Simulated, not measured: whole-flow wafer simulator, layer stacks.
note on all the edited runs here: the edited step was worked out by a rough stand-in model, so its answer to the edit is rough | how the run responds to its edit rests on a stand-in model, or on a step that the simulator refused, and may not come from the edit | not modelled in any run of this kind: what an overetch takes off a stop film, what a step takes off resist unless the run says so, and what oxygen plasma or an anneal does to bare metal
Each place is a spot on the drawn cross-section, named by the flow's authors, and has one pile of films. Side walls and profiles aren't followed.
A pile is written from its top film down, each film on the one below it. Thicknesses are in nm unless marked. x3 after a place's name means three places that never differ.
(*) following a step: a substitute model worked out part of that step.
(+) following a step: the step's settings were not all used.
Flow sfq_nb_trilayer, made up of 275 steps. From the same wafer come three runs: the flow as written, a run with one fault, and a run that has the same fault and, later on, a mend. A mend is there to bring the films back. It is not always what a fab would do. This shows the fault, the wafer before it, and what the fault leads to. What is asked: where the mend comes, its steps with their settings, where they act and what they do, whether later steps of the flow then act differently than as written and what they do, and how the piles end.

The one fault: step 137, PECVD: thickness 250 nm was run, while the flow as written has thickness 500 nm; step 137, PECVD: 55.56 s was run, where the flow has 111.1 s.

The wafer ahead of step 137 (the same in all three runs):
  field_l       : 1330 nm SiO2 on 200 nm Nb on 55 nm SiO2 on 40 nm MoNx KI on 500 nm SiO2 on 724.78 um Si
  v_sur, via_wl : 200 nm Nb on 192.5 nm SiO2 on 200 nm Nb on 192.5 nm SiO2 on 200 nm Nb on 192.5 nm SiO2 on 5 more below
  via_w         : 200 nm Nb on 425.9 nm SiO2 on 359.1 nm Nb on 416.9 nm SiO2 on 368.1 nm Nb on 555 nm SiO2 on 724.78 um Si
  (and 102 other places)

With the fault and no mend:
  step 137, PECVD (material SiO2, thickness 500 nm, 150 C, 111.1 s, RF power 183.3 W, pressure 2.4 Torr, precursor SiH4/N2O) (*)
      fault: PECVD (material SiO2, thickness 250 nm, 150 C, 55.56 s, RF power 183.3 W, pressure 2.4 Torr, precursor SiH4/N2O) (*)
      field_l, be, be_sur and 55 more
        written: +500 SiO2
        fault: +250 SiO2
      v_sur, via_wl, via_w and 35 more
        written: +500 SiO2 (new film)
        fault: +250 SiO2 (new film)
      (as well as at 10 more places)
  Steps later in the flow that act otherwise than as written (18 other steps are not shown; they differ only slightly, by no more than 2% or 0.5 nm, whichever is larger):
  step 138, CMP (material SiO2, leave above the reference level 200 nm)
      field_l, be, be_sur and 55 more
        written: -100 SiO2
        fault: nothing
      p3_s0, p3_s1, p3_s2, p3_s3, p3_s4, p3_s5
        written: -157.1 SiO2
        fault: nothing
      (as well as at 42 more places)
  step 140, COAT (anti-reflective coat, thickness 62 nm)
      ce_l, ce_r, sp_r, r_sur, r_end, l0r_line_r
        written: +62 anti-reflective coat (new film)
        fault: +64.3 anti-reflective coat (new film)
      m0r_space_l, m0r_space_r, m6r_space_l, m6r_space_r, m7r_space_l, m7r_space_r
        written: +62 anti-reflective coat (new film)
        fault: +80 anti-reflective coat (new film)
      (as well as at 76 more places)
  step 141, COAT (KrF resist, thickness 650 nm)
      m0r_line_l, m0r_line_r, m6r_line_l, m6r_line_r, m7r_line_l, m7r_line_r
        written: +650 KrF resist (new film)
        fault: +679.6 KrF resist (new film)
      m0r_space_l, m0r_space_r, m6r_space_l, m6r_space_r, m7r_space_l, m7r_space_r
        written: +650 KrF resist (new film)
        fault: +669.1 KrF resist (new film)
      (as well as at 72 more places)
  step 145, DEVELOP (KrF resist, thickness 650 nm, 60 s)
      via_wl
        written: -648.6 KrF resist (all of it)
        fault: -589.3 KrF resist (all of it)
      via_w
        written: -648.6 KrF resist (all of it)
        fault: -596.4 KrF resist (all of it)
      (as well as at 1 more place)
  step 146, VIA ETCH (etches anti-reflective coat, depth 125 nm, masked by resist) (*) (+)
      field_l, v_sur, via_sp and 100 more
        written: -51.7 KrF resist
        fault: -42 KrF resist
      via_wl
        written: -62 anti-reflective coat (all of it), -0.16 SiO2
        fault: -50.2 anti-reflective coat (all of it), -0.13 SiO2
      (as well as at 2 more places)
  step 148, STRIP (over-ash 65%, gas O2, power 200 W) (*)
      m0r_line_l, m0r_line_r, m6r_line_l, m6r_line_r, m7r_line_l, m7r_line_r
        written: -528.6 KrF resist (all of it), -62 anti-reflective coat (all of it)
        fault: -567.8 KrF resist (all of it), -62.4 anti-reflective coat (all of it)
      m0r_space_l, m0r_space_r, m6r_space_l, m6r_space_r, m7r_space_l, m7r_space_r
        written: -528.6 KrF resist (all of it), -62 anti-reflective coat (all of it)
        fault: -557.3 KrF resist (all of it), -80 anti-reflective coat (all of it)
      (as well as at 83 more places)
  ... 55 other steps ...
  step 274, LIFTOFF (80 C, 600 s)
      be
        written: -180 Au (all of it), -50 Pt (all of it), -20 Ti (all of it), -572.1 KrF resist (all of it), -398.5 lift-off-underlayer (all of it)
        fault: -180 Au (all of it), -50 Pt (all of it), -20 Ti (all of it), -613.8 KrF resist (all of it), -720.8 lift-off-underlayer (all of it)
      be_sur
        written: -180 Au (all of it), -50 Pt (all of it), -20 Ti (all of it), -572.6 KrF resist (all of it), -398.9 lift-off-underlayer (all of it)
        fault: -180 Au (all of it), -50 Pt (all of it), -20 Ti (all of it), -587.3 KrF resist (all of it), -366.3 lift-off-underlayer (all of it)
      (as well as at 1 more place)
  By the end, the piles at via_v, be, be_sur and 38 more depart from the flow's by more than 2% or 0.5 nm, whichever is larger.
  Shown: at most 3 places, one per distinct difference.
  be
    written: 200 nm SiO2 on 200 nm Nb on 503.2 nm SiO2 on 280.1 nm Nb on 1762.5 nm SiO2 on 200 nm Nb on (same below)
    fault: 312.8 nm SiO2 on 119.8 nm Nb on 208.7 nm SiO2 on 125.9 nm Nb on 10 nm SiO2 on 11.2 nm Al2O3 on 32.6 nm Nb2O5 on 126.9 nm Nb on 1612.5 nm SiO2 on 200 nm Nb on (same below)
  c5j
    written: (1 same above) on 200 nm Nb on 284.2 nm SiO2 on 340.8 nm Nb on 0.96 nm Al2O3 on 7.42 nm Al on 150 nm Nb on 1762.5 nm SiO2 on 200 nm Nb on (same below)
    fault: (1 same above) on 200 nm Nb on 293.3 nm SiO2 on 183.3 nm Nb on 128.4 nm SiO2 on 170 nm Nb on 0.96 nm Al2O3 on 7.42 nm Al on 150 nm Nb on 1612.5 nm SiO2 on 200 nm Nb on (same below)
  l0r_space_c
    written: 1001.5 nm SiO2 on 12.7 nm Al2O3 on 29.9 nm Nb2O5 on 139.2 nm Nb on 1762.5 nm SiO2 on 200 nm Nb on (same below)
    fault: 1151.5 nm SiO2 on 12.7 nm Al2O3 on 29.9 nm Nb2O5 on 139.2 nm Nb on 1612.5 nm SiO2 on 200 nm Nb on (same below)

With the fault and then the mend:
  The mend stands after step 137.
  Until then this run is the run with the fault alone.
  step 137a, PECVD (material SiO2, thickness 250 nm, 150 C, 55.56 s, RF power 183.3 W, pressure 2.4 Torr, precursor SiH4/N2O) (*) (the flow's step 137 again, with other settings)
      field_l, v_sur, via_wl and 99 more
        +250 SiO2
      lsp_r, l0_sur, l0v
        +246.1 SiO2
      via_v
        +269 SiO2
  Steps later in the flow that act otherwise than as written:
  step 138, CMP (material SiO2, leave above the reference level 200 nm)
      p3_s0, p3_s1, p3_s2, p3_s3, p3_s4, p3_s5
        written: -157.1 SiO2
        mend: -100 SiO2
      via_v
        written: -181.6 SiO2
        mend: -50.5 SiO2
  At every place that both follow, the piles at the end match the flow's.
